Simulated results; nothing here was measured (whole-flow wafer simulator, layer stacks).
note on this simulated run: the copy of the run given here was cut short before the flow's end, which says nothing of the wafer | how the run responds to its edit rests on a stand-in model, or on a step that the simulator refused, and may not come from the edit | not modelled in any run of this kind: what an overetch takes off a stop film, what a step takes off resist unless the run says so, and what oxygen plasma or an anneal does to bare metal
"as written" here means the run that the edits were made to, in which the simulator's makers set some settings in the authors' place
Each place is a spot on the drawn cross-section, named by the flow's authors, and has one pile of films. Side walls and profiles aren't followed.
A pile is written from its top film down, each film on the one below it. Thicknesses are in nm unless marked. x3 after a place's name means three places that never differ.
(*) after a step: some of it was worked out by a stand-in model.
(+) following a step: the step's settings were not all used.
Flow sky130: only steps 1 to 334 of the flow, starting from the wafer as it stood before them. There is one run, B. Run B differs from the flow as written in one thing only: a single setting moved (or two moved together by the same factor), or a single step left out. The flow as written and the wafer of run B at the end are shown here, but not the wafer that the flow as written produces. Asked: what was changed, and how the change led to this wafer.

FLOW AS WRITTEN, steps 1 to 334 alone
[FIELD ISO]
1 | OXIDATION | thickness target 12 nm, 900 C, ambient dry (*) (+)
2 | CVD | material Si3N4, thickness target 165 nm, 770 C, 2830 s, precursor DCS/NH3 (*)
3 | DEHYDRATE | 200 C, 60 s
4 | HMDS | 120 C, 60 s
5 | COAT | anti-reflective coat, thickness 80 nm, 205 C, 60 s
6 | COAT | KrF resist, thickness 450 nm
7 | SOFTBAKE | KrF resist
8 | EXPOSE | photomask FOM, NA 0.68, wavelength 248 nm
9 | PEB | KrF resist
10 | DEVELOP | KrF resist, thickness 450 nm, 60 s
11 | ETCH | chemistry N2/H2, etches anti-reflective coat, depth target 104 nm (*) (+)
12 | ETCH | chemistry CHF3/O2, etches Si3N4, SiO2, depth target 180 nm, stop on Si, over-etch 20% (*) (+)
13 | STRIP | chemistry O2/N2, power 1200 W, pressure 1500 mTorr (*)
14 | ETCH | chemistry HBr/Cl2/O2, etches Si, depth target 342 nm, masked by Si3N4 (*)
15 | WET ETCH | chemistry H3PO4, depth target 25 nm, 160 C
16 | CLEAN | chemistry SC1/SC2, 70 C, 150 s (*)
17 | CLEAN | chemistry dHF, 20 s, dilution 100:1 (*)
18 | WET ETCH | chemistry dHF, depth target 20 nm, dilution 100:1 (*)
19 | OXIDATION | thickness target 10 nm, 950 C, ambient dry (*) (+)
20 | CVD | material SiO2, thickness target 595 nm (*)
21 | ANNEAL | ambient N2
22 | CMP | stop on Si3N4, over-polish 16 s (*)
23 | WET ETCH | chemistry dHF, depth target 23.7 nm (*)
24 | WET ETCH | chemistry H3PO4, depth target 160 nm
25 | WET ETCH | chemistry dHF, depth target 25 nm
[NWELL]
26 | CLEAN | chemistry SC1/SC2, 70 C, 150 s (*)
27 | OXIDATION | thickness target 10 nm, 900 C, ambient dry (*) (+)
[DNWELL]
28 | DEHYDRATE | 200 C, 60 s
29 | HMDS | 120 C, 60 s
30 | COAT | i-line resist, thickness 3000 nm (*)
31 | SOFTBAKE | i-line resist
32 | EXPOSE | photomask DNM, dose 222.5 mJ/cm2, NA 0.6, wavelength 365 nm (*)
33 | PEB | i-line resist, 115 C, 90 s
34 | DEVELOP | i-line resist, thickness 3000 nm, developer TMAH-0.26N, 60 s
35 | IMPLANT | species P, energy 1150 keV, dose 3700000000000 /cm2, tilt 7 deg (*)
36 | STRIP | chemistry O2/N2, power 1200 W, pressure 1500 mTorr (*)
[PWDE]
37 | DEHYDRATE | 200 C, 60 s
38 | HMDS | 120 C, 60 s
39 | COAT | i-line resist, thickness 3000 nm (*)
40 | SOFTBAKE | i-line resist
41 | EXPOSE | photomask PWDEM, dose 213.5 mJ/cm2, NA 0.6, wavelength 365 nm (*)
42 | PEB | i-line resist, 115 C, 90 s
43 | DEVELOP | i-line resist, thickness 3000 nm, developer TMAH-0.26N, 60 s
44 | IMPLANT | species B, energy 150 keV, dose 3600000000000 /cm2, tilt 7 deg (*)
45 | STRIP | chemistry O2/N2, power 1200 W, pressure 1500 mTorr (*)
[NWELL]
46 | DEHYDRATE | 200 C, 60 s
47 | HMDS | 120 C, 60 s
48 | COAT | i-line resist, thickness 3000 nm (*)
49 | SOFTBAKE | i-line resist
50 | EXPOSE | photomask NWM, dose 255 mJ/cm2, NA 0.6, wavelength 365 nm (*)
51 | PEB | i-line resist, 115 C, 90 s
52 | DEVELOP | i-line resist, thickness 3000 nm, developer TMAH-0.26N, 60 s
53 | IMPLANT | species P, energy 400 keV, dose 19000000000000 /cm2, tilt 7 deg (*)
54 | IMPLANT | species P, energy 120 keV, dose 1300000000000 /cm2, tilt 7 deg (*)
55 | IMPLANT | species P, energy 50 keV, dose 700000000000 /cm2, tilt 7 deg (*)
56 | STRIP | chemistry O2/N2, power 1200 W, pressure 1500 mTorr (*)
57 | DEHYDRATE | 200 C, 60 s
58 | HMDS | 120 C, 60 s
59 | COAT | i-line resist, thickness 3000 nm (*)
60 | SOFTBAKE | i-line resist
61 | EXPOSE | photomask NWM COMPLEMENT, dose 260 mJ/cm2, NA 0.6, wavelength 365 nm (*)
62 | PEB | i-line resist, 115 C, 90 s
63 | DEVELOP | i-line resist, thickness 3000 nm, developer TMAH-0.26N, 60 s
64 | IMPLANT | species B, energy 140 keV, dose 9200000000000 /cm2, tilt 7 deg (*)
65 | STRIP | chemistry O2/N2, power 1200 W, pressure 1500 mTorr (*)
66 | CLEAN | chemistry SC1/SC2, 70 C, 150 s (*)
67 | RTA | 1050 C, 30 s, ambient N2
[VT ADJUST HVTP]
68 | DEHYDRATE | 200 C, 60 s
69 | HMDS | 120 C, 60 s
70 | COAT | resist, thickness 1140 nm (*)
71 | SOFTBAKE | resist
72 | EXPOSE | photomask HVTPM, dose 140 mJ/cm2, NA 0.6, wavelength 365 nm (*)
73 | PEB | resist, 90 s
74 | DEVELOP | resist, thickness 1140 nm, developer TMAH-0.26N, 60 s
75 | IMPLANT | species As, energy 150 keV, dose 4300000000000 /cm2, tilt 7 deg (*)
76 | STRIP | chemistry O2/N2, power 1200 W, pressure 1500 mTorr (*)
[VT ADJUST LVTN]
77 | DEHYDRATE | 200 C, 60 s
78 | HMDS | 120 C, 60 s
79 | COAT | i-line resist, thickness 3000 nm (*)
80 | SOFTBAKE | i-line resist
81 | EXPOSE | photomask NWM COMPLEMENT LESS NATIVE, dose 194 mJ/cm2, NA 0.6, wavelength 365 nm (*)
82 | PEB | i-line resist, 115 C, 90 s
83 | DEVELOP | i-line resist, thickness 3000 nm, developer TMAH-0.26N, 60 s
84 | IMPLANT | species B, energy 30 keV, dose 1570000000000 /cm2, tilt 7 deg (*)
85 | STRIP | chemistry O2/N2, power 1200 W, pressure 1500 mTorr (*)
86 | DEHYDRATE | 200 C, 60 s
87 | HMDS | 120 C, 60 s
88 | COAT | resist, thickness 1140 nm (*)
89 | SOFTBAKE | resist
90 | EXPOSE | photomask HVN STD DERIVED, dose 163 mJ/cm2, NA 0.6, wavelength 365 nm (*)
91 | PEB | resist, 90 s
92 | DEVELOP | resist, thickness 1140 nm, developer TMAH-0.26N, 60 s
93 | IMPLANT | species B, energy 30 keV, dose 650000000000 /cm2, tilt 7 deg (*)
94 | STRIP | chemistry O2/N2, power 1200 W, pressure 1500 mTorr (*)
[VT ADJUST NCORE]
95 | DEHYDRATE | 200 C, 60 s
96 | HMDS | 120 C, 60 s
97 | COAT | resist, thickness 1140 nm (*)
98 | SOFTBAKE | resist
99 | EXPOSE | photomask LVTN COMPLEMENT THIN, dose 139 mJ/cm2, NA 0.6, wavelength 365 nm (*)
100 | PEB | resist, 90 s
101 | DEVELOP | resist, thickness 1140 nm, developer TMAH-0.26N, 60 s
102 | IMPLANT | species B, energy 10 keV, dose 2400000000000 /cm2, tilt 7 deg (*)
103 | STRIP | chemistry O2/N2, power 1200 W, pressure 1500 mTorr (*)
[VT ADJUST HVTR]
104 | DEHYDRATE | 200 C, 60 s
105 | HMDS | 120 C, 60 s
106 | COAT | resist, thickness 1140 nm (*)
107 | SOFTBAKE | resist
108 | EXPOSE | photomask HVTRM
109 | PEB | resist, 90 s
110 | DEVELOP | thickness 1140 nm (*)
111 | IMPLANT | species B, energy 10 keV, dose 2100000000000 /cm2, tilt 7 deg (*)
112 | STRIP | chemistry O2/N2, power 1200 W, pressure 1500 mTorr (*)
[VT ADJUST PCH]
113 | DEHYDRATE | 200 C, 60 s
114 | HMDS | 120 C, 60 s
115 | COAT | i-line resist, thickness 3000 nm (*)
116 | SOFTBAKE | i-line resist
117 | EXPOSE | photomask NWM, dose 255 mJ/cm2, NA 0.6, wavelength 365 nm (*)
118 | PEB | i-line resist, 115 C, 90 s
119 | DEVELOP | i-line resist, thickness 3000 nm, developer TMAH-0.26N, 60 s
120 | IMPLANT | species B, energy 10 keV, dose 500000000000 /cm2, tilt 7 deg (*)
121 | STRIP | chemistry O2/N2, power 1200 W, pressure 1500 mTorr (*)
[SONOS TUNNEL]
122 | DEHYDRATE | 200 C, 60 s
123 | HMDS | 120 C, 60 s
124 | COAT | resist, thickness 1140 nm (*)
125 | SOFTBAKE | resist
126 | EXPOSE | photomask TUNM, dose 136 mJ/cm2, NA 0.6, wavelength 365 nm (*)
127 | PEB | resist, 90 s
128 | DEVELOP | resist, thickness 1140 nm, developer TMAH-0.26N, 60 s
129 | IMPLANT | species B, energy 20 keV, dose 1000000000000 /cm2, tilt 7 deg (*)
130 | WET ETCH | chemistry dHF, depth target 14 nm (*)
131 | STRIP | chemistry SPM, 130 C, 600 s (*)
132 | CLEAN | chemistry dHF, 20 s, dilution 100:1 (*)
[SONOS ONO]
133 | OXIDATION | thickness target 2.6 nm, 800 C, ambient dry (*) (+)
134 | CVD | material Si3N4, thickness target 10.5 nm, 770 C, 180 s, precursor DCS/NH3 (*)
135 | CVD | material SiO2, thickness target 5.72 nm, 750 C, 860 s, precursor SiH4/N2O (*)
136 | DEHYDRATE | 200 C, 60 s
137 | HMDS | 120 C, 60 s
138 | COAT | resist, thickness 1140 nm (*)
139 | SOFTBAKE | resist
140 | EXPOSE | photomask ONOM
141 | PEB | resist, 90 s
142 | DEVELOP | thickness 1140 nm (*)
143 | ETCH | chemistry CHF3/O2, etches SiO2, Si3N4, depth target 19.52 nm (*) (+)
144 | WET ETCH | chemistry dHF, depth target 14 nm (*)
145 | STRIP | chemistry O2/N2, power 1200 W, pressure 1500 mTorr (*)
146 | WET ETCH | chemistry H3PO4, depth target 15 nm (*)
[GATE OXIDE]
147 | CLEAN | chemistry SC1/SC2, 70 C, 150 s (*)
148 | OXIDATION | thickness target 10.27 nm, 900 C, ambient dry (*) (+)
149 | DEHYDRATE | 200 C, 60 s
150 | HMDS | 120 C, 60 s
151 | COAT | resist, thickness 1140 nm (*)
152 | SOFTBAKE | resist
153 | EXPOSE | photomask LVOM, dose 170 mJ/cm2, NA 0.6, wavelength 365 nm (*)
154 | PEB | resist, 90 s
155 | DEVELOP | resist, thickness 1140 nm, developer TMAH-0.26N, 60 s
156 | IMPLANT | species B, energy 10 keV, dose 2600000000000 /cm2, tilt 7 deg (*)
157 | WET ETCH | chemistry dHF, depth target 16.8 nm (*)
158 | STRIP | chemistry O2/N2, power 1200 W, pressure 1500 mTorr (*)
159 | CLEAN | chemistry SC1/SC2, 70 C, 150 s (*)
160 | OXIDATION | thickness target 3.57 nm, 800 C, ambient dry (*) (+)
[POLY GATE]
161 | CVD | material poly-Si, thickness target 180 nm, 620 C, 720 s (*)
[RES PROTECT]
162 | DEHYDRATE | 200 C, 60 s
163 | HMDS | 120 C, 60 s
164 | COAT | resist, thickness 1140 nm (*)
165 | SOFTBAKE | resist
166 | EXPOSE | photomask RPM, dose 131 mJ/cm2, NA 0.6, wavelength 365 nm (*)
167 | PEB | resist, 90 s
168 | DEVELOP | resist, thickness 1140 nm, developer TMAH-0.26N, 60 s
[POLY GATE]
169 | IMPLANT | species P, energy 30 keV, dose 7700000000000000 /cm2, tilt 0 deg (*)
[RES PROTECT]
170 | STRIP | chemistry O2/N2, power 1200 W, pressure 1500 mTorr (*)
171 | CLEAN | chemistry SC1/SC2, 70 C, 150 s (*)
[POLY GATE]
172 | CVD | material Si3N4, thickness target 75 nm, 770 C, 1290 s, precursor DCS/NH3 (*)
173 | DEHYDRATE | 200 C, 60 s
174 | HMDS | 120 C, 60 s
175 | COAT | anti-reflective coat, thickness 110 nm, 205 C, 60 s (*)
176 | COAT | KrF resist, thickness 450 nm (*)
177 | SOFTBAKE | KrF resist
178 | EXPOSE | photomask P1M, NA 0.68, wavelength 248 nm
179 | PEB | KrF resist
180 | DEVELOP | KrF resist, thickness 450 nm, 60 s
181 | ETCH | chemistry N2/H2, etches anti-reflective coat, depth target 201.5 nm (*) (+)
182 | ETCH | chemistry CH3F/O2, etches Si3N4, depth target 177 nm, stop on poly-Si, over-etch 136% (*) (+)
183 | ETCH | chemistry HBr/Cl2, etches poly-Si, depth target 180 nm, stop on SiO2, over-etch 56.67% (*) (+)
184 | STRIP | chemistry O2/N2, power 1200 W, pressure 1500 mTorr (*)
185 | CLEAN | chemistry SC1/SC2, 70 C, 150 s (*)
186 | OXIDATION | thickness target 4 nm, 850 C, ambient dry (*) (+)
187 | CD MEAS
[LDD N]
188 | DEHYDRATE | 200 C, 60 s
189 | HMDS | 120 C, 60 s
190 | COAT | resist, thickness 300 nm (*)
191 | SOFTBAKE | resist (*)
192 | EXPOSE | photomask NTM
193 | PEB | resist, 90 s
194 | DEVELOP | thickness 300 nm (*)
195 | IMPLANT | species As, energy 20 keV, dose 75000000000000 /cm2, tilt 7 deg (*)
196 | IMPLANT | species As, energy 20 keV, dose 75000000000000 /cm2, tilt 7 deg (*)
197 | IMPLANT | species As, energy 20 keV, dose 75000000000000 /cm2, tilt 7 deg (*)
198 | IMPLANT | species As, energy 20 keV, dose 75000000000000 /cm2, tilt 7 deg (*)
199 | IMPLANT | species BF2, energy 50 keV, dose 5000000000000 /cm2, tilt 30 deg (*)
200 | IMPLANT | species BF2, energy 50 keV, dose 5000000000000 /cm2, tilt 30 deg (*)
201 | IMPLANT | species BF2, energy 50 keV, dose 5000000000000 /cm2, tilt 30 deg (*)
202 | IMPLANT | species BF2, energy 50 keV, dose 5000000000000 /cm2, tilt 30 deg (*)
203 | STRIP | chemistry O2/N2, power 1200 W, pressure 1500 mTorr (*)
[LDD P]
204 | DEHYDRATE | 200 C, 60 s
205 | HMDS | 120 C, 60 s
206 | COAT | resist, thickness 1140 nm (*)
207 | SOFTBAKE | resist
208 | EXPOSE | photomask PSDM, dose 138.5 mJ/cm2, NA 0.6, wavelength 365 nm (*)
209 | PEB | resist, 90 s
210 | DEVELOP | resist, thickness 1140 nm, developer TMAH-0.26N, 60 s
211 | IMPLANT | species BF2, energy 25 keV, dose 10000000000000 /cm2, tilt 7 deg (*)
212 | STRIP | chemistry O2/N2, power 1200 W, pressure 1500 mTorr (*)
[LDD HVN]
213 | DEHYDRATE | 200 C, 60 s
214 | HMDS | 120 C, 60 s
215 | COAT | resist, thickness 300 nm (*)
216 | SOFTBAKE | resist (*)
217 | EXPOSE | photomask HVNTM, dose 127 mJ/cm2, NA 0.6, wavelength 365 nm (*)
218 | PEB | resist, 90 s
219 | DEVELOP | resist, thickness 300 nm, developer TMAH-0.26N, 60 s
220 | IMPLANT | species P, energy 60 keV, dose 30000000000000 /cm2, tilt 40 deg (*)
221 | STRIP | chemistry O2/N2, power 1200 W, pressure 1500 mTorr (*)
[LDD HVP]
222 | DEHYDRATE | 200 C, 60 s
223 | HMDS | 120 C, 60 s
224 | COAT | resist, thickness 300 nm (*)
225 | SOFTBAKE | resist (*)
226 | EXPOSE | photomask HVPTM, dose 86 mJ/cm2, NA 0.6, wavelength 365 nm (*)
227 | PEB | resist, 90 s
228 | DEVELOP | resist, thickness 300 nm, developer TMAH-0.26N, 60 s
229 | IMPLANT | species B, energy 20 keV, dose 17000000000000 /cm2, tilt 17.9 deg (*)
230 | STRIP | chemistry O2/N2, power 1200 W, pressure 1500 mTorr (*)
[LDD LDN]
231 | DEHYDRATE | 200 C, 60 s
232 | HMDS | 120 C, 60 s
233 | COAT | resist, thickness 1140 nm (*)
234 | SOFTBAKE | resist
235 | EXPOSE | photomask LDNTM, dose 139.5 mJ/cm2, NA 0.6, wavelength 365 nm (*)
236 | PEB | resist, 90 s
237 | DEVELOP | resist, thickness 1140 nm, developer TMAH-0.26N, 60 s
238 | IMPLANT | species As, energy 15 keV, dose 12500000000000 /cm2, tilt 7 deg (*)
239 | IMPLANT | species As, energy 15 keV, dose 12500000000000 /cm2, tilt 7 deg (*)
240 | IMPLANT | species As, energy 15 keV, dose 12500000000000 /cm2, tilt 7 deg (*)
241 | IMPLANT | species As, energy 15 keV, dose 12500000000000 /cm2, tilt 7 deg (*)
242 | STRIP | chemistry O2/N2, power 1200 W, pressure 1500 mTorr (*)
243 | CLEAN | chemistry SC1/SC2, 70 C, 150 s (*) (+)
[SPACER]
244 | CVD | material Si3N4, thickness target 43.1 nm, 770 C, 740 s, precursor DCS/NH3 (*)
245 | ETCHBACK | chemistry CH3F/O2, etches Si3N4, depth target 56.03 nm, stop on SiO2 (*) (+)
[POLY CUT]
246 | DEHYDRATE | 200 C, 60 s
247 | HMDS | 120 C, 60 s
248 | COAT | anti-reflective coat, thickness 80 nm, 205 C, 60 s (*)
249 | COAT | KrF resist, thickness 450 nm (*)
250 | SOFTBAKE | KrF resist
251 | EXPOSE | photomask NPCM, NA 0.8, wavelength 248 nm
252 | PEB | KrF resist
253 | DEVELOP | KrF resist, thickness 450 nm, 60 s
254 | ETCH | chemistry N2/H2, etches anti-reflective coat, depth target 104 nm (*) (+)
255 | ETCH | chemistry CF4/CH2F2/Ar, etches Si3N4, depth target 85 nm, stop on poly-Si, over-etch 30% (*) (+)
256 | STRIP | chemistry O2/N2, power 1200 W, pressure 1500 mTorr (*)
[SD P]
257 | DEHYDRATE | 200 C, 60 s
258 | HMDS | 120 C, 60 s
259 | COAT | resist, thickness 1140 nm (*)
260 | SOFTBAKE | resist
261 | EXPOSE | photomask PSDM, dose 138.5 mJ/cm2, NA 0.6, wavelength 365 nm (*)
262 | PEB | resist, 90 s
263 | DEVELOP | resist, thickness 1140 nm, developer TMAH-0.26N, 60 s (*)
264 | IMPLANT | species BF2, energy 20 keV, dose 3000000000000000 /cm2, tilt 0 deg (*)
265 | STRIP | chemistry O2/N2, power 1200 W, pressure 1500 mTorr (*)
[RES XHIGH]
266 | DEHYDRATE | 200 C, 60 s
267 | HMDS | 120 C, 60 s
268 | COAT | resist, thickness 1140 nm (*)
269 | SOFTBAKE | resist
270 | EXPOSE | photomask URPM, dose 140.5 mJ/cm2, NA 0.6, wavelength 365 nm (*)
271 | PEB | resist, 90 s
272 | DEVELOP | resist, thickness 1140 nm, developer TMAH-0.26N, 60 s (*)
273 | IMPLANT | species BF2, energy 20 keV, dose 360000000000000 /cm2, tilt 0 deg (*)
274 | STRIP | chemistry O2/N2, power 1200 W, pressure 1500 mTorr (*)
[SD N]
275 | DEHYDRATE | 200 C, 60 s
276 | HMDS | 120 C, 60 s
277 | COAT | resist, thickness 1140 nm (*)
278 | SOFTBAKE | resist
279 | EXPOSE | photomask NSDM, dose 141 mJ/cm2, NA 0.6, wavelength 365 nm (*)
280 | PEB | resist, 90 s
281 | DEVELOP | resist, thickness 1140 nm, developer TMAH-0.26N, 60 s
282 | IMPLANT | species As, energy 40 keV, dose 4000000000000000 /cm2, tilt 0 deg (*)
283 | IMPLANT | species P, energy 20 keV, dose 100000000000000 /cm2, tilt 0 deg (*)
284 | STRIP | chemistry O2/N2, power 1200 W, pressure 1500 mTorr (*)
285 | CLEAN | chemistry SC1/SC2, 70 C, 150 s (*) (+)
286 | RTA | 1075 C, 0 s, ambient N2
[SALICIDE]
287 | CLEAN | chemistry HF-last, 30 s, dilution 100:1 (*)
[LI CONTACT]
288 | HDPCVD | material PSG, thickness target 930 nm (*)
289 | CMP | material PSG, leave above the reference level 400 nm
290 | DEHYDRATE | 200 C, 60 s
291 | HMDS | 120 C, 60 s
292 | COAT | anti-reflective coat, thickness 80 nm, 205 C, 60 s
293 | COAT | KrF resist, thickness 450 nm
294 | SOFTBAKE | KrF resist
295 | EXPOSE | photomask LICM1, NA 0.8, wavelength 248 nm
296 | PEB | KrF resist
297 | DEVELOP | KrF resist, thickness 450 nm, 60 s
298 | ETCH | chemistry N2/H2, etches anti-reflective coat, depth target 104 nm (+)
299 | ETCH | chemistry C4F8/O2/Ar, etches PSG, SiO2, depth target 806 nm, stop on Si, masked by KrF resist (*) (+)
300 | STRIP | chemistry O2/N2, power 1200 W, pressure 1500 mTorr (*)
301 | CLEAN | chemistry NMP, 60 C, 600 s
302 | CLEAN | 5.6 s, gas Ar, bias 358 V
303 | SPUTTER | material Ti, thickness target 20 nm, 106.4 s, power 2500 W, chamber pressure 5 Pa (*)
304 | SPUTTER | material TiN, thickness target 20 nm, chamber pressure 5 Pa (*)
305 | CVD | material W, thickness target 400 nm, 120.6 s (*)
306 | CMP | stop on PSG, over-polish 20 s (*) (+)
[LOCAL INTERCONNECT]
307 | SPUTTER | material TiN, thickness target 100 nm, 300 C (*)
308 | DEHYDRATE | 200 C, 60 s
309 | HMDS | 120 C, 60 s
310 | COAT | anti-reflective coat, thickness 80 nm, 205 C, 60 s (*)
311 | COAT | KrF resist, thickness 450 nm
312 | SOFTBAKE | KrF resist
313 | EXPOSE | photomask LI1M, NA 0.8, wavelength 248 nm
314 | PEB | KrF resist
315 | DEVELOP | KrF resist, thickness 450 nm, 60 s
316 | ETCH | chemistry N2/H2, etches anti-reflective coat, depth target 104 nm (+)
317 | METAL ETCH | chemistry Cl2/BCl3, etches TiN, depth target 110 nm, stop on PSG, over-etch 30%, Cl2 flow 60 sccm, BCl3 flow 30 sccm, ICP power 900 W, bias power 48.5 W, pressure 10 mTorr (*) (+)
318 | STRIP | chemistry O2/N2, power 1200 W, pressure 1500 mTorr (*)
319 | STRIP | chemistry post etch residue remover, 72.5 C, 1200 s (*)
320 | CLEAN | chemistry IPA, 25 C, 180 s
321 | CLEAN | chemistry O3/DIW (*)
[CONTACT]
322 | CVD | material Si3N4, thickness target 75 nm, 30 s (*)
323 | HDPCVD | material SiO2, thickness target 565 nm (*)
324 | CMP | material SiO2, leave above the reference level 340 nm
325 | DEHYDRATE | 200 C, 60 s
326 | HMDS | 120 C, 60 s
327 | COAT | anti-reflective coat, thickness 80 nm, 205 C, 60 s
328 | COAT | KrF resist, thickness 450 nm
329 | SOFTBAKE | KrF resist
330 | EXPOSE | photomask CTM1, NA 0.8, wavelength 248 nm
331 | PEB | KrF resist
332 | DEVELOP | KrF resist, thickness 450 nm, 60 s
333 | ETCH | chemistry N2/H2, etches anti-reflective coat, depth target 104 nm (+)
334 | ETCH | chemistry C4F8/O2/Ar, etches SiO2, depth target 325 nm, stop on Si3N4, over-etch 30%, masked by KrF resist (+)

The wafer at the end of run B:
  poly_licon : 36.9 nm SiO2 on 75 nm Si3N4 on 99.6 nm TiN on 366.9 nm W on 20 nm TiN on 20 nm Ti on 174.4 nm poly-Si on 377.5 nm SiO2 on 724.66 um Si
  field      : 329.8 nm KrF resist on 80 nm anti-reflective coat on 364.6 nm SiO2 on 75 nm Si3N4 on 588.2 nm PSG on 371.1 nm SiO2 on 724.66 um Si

Cause: step 334, ETCH: depth target 228 nm was run, while the flow as written has depth target 325 nm.

The path from the change to this, step by step:
  334 | ETCH | chemistry C4F8/O2/Ar, etches SiO2, depth target 325 nm, stop on Si3N4, over-etch 30%, masked by KrF resist (+)
      poly_licon, ndiff_licon, ndiff_licon_cpp, rpo_hd_licon: -228 SiO2 (in the flow as written it would be: -264.9 SiO2 (all of it))
      field, active, n_well and 184 more: -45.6 KrF resist (in the flow as written it would be: -65 KrF resist)
